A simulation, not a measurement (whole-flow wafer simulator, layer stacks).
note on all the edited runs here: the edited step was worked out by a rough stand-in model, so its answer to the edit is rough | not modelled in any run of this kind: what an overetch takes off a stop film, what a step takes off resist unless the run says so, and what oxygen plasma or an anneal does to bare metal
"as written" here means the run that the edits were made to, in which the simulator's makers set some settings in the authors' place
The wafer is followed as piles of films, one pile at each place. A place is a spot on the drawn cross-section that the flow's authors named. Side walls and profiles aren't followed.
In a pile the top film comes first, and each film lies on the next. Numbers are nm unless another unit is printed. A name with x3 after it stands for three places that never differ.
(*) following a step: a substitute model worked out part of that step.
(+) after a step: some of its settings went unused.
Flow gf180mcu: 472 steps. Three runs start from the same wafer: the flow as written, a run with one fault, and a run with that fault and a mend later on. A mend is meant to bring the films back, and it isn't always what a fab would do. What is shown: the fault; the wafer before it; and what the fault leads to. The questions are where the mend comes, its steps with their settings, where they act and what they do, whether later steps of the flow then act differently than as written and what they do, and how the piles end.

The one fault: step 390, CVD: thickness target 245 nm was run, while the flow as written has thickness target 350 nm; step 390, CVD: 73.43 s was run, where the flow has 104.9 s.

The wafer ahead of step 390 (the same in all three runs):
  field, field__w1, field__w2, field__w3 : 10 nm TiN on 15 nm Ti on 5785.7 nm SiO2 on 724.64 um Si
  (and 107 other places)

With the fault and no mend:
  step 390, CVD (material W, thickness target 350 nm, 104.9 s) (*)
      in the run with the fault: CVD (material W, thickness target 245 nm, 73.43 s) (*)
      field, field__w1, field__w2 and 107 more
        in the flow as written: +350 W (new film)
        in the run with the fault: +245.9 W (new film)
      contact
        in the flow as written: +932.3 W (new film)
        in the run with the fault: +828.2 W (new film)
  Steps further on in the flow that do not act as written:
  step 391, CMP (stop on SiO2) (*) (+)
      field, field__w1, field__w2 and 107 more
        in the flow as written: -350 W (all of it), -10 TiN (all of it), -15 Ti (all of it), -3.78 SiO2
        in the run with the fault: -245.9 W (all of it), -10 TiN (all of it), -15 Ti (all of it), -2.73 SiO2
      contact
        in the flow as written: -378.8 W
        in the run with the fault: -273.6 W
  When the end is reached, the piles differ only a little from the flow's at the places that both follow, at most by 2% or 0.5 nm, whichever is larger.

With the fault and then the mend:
  After step 390 comes the mend.
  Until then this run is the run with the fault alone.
  step 390a, CVD (material W, thickness target 105 nm, 31.47 s) (a further turn of the flow's step 390, with different settings)
      field, field__w1, field__w2 and 108 more
        +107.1 W
  Later steps of the flow that are run all act as written at every place that is followed, up to a difference of at most 2% or 0.5 nm, whichever is larger.
  When the end is reached, the piles differ only a little from the flow's at the places that both follow, at most by 2% or 0.5 nm, whichever is larger.
